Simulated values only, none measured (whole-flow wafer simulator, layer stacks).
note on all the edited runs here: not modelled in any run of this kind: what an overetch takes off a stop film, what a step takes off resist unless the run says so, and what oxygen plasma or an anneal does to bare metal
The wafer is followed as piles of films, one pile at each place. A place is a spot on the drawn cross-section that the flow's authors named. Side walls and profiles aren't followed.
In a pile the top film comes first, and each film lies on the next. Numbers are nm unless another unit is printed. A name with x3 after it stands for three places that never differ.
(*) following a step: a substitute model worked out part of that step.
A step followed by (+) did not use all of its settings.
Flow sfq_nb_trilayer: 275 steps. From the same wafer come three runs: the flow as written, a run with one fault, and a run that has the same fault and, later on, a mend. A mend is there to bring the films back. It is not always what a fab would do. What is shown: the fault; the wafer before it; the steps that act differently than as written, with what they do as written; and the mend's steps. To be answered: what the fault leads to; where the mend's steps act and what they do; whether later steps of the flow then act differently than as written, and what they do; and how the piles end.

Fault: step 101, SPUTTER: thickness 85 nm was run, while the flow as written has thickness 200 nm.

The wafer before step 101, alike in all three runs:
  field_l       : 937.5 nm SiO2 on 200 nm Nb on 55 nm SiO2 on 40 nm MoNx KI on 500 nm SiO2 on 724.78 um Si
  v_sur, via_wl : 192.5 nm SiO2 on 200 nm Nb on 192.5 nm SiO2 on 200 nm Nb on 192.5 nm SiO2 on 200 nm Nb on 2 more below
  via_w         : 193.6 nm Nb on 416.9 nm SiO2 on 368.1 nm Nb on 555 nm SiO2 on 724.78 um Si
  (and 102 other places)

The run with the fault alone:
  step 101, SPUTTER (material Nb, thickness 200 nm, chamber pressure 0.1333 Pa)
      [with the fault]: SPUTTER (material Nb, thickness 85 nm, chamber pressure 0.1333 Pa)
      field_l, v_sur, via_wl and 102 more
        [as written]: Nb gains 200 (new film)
        [with the fault]: Nb gains 85 (new film)
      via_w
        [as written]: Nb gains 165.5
        [with the fault]: Nb gains 70
  Steps later in the flow that act otherwise than as written (4 more steps, not shown, differ only slightly: by at most 2% or 0.5 nm, whichever is larger):
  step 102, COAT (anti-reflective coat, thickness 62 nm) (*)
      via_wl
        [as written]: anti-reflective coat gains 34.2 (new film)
        [with the fault]: anti-reflective coat gains 31.8 (new film)
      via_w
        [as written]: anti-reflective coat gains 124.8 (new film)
        [with the fault]: anti-reflective coat gains 119 (new film)
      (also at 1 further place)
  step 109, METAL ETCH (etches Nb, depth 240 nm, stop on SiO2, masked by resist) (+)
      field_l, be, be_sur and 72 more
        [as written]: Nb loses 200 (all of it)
        [with the fault]: Nb loses 85 (all of it)
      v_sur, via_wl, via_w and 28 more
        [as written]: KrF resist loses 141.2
        [with the fault]: KrF resist loses 75
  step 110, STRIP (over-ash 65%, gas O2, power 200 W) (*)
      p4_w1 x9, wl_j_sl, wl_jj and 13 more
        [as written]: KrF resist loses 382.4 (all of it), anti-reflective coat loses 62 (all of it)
        [with the fault]: KrF resist loses 448.6 (all of it), anti-reflective coat loses 62 (all of it)
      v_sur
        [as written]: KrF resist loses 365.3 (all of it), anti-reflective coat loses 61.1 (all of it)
        [with the fault]: KrF resist loses 433.9 (all of it), anti-reflective coat loses 60.5 (all of it)
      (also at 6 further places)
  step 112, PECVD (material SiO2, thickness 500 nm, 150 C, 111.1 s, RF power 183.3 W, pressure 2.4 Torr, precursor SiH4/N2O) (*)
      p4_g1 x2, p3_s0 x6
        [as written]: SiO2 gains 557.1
        [with the fault]: SiO2 gains 500
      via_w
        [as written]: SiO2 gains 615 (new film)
        [with the fault]: SiO2 gains 582.8 (new film)
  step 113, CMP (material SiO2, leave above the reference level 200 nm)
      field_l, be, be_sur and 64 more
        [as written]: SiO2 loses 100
        [with the fault]: SiO2 loses 215
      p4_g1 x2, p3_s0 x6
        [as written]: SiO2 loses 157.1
        [with the fault]: SiO2 loses 215
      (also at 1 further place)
  By the end, the piles at field_l, v_sur, via_wl and 103 more depart from the flow's by more than 2% or 0.5 nm, whichever is larger.
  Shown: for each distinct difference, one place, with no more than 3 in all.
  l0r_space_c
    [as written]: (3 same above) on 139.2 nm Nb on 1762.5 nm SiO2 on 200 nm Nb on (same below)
    [with the fault]: (3 same above) on 139.2 nm Nb on 1647.5 nm SiO2 on 200 nm Nb on (same below)
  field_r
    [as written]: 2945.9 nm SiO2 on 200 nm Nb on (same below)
    [with the fault]: 2830.9 nm SiO2 on 200 nm Nb on (same below)
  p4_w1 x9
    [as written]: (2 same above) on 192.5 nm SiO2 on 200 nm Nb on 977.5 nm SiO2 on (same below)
    [with the fault]: (2 same above) on 192.5 nm SiO2 on 85 nm Nb on 977.5 nm SiO2 on (same below)

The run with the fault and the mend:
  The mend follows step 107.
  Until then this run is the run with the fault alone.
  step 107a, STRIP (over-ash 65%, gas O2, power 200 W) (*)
      p4_fl x3, p4_g1 x2, p3_s0 x6 and 42 more
        anti-reflective coat loses 62 (all of it)
      p4_w1 x9, wl_j_sl, wl_jj and 13 more
        KrF resist loses 575.2 (all of it), anti-reflective coat loses 62 (all of it)
      r_sur, res, r_end and 9 more
        anti-reflective coat loses 61.8 (all of it)
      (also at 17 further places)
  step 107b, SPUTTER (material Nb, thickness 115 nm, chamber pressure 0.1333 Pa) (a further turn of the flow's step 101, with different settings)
      field_l, v_sur, via_wl and 102 more
        Nb gains 115
      via_w
        Nb gains 94.9
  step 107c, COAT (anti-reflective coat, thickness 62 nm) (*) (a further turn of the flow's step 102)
      p4_fl x3, p4_w1 x9, p4_g1 x2 and 63 more
        anti-reflective coat gains 62 (new film)
      r_sur, res, r_end and 9 more
        anti-reflective coat gains 61.8 (new film)
      jj_sur, ce_l, c5j, ce_r, sp_r, be_r
        anti-reflective coat gains 61.7 (new film)
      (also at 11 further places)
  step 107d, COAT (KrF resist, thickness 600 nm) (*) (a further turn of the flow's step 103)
      p4_fl x3, p4_w1 x9, p4_g1 x2 and 63 more
        KrF resist gains 600 (new film)
      res, r_end, moat, field_r, lsp_l, l0_sur
        KrF resist gains 599.4 (new film)
      ln_m5, lsp_m, ln_m6, lsp_r
        KrF resist gains 599.5 (new film)
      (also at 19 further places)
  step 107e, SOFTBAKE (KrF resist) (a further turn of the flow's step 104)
      leaves every film unchanged at each place that is followed
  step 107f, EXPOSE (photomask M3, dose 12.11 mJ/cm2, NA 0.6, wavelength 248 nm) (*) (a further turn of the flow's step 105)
      leaves every film unchanged at each place that is followed
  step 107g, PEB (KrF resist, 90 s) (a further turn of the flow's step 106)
      wire, be, be_sur and 96 more
        KrF resist loses 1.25
      field_l, via_v
        KrF resist loses 1.24
      via_wl, via_wr
        KrF resist loses 1.26
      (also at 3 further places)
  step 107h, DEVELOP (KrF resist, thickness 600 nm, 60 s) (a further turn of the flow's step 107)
      p4_fl x3, p4_g1 x2, p3_s0 x6 and 42 more
        KrF resist loses 598.7 (all of it)
      v_sur, via_wl, via_w and 28 more
        KrF resist loses 23.5
      moat, field_r, lsp_l, ln_m5, lsp_m, ln_m6, lsp_r, l0_sur
        KrF resist loses 598.2 (all of it)
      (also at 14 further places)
  Later steps of the flow that are run all act as written at every place that is followed, up to a difference of at most 2% or 0.5 nm, whichever is larger.
  The piles end only slightly different from the flow's at the places that both follow, by no more than 2% or 0.5 nm, whichever is larger.
